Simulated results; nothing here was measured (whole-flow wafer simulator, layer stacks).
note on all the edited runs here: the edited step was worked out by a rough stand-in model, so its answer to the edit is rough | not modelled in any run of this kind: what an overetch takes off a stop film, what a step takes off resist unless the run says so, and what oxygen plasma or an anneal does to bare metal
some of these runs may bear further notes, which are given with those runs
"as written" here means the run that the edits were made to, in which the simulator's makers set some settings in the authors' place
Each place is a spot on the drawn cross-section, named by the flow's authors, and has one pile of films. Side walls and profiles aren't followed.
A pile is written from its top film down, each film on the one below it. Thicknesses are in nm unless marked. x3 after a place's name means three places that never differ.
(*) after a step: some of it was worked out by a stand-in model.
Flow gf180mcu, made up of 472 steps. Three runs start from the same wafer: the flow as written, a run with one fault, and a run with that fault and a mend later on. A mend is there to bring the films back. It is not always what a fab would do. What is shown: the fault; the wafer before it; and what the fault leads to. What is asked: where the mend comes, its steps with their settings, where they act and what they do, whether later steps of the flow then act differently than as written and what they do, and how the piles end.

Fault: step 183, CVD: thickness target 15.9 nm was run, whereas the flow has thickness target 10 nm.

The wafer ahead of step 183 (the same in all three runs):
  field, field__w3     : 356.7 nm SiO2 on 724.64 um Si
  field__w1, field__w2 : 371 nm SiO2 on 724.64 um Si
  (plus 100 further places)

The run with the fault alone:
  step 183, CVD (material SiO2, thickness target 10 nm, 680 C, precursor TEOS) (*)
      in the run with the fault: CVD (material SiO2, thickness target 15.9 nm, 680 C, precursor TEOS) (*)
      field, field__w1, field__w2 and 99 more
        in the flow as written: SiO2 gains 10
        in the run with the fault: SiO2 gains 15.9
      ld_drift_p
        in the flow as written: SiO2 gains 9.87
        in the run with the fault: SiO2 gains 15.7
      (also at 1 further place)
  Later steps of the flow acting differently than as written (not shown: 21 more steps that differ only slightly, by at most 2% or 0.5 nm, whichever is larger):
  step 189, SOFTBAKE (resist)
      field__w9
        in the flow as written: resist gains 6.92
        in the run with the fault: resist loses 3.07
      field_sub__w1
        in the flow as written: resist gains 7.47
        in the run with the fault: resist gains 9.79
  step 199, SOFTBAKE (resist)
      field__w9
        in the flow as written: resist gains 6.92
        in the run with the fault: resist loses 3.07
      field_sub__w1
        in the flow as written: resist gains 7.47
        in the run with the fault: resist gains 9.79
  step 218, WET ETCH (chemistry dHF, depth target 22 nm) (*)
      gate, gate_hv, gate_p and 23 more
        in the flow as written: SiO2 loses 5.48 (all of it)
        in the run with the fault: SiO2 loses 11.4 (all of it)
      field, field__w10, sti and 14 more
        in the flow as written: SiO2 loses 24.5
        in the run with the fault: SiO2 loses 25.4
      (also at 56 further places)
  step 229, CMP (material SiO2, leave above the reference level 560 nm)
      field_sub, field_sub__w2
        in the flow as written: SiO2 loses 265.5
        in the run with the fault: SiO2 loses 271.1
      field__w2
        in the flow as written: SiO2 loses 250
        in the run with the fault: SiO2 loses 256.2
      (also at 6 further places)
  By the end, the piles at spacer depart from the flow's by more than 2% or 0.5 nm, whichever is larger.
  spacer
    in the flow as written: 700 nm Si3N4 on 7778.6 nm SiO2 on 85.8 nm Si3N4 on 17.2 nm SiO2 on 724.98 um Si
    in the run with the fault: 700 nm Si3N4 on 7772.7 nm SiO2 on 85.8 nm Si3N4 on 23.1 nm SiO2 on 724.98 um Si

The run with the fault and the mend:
  The mend follows step 183.
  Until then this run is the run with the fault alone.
  step 183a, WET ETCH (chemistry dHF, depth target 5.9 nm, 25 C, dilution 100:1) (the flow's step 17, run once more with other settings)
      field, field__w1, field__w2 and 101 more
        SiO2 loses 5.9
  None of the later steps of the flow differs from how it acts as written, at any place that is followed, by more than 2% or 0.5 nm, whichever is larger.
  When the end is reached, the piles differ only a little from the flow's at the places that both follow, at most by 2% or 0.5 nm, whichever is larger.
